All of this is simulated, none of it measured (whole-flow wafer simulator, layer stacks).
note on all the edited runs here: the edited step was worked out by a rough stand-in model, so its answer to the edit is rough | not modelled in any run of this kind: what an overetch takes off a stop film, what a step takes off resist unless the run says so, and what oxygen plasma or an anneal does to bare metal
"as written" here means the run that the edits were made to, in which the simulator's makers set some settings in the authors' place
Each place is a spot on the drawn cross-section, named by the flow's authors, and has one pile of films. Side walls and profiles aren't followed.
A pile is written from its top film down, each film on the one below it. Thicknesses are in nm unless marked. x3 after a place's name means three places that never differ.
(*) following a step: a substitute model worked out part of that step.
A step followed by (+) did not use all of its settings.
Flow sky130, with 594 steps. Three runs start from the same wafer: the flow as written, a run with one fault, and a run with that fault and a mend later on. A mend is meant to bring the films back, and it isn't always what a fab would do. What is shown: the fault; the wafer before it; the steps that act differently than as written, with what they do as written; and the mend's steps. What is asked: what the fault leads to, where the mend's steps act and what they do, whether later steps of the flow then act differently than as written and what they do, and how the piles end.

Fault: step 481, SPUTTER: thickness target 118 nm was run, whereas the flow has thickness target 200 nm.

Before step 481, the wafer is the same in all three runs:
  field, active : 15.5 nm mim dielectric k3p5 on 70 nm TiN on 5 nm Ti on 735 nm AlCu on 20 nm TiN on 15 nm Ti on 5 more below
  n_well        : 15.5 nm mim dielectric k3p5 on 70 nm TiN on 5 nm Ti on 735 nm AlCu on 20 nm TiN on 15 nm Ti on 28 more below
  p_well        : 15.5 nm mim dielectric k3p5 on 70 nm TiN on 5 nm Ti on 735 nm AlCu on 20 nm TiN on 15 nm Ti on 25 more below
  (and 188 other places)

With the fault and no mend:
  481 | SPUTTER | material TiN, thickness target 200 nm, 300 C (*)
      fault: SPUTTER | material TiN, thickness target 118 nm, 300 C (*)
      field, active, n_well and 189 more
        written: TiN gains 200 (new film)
        fault: TiN gains 118 (new film)
  Later steps of the flow acting differently than as written (4 more steps, not shown, differ only slightly: by at most 2% or 0.5 nm, whichever is larger):
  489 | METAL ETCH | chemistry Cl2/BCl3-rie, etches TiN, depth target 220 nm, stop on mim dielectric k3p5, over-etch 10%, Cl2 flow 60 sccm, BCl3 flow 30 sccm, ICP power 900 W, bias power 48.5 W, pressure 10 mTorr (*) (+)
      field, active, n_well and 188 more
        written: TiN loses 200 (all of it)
        fault: TiN loses 118 (all of it)
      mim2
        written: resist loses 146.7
        fault: resist loses 86.5
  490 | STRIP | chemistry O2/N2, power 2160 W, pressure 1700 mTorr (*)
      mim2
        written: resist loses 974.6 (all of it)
        fault: resist loses 1034.7 (all of it)
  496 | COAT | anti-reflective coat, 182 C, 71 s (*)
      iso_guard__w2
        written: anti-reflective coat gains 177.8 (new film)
        fault: anti-reflective coat gains 125.2 (new film)
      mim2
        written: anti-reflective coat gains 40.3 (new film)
        fault: anti-reflective coat gains 29.8 (new film)
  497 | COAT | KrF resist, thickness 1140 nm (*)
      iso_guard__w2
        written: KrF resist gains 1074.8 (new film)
        fault: KrF resist gains 1110.3 (new film)
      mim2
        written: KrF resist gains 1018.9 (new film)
        fault: KrF resist gains 1090.4 (new film)
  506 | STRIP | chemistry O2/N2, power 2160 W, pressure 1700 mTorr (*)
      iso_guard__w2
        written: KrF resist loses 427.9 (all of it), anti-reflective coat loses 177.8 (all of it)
        fault: KrF resist loses 463.3 (all of it), anti-reflective coat loses 125.2 (all of it)
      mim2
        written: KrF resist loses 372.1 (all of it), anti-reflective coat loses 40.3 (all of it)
        fault: KrF resist loses 443.5 (all of it), anti-reflective coat loses 29.8 (all of it)
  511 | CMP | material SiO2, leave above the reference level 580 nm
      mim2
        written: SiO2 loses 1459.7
        fault: SiO2 loses 1377.7
  By the end, the piles at mim2 depart from the flow's by more than 2% or 0.5 nm, whichever is larger.
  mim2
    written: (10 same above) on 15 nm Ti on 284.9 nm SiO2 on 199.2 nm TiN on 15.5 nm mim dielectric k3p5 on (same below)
    fault: (10 same above) on 15 nm Ti on 366.9 nm SiO2 on 117.2 nm TiN on 15.5 nm mim dielectric k3p5 on (same below)

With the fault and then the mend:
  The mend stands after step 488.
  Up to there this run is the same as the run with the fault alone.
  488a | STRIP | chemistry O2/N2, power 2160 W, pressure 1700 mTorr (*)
      mim2
        resist loses 1121.3 (all of it)
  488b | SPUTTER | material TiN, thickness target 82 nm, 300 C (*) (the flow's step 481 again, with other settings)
      field, active, n_well and 189 more
        TiN gains 82
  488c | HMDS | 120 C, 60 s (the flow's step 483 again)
      does not change any film at any place that is followed
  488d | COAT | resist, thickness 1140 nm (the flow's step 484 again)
      field, active, n_well and 187 more
        resist gains 1140 (new film)
      m1, via3_hole
        resist gains 1140.6 (new film)
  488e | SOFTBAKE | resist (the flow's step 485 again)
      does not change any film at any place that is followed
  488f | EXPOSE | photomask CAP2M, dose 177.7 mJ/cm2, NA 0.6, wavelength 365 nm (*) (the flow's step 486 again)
      does not change any film at any place that is followed
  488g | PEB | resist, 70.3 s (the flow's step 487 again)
      field, active, n_well and 189 more
        resist loses 18.7
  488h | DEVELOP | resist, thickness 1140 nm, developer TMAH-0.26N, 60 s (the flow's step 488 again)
      field, active, n_well and 186 more
        resist loses 1121.3 (all of it)
      m1, via3_hole
        resist loses 1121.9 (all of it)
  None of the later steps of the flow acts differently than as written at any place that is followed.
  The piles end the same as the flow's at every place that both follow.
